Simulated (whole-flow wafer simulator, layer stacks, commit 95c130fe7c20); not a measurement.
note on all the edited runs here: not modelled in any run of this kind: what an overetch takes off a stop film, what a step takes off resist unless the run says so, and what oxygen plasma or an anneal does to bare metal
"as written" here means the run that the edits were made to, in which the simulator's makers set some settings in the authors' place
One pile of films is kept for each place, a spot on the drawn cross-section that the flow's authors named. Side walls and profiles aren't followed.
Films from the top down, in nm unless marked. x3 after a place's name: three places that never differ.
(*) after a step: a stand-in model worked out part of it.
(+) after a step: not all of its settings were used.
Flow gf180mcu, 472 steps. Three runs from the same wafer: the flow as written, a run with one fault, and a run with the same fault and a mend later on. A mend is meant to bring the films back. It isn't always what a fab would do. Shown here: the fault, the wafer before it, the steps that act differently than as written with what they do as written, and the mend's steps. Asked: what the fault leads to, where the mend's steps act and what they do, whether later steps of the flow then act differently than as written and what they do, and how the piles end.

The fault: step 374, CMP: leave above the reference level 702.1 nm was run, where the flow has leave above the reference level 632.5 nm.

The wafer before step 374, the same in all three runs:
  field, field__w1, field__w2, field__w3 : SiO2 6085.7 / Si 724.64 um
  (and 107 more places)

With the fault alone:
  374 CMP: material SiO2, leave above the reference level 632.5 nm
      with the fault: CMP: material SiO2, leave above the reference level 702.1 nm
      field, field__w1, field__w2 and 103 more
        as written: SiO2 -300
        with the fault: SiO2 -230.4
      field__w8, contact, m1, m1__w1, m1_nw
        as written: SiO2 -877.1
        with the fault: SiO2 -807.5
  Later steps of the flow that act differently than as written (2 more steps differ only slightly, by at most 2% or 0.5 nm, whichever is larger, and aren't shown):
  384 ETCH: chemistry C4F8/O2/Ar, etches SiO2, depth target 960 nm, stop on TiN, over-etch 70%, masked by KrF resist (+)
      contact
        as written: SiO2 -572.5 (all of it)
        with the fault: SiO2 -642.1 (all of it)
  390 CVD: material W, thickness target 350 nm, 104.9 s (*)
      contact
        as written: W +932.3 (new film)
        with the fault: W +1002.5 (new film)
  At the end the piles differ from the flow's by more than 2% or 0.5 nm, whichever is larger, at field__w8, contact, m1, m1__w1, m1_nw.
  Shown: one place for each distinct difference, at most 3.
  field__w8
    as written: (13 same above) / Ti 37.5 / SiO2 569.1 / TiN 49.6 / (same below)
    with the fault: (13 same above) / Ti 37.5 / SiO2 638.7 / TiN 49.6 / (same below)
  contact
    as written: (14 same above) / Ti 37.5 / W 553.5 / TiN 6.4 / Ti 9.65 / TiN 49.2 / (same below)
    with the fault: (14 same above) / Ti 37.5 / W 623.7 / TiN 6.15 / Ti 9.27 / TiN 49.2 / (same below)

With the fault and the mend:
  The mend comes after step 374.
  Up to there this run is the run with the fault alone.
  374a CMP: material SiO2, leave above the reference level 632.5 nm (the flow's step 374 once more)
      field, field__w1, field__w2 and 108 more
        SiO2 -69.6
  No later step of the flow acts differently than as written at any place that is followed.
  At the end the piles are the same as the flow's at every place that both follow.
